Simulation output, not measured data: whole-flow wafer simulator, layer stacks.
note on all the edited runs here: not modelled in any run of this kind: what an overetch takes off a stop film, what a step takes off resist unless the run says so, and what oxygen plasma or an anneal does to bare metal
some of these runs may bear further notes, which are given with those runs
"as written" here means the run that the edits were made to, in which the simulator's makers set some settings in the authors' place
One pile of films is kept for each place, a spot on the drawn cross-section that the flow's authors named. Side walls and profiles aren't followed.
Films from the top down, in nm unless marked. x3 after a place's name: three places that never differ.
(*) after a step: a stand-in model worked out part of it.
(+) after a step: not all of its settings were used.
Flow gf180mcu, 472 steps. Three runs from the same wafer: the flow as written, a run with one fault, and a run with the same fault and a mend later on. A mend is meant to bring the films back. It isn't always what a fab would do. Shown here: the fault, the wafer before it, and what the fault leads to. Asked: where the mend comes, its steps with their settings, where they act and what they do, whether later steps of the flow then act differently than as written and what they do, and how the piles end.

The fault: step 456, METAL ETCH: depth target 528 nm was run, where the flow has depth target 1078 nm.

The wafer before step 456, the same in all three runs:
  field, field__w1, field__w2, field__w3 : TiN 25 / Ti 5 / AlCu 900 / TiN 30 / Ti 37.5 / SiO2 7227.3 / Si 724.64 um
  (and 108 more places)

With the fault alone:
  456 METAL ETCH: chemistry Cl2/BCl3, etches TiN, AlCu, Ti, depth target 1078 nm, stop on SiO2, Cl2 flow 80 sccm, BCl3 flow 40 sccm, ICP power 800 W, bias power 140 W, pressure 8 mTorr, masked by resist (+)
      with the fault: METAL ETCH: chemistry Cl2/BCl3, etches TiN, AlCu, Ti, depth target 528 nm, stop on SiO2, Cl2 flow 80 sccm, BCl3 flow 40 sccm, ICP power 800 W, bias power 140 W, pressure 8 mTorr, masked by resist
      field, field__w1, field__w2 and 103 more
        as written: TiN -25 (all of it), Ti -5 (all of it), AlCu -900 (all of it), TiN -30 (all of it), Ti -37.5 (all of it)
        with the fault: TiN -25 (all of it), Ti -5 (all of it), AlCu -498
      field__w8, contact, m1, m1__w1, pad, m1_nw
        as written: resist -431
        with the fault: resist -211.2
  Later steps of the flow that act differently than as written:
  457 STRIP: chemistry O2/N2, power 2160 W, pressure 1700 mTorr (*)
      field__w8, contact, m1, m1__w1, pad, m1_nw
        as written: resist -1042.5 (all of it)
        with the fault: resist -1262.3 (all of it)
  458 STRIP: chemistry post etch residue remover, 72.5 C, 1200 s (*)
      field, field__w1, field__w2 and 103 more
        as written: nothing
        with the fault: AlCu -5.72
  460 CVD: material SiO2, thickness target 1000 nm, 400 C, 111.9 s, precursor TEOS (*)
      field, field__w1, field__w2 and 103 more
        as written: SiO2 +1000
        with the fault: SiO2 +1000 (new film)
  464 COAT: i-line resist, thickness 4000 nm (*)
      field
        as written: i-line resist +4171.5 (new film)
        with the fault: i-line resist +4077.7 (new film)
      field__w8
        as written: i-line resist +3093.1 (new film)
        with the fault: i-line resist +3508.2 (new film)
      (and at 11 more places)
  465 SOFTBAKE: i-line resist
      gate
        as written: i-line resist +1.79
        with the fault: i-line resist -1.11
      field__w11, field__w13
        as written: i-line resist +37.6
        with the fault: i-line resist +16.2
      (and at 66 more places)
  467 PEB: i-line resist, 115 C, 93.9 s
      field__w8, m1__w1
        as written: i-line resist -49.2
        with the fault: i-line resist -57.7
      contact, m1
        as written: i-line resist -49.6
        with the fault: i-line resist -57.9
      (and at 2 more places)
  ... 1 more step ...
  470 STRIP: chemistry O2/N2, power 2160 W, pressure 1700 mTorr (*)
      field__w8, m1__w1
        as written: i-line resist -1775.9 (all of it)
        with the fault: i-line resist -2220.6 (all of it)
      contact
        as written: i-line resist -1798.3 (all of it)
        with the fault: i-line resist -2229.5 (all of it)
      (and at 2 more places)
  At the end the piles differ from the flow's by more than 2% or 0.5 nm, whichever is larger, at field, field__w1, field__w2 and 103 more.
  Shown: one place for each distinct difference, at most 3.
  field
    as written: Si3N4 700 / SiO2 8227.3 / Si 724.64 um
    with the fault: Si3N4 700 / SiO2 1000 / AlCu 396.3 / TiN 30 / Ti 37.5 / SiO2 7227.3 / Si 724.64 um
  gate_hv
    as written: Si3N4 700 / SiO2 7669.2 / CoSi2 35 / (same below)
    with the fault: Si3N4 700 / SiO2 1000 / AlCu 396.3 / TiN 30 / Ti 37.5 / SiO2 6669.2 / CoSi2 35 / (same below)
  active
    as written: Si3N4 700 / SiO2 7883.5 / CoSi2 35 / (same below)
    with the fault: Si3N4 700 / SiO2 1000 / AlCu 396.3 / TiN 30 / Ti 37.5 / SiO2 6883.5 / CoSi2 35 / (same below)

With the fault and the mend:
  The mend comes after step 456.
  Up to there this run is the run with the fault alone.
  456a METAL ETCH: chemistry Cl2/BCl3, etches TiN, AlCu, Ti, depth target 549.5 nm, stop on SiO2, Cl2 flow 80 sccm, BCl3 flow 40 sccm, ICP power 800 W, bias power 140 W, pressure 8 mTorr, masked by resist (+) (the flow's step 456 once more, with other settings)
      field, field__w1, field__w2 and 103 more
        AlCu -402 (all of it), TiN -30 (all of it), Ti -37.5 (all of it)
      field__w8, contact, m1, m1__w1, pad, m1_nw
        resist -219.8
  No later step of the flow acts differently than as written at any place that is followed.
  At the end the piles are the same as the flow's at every place that both follow.
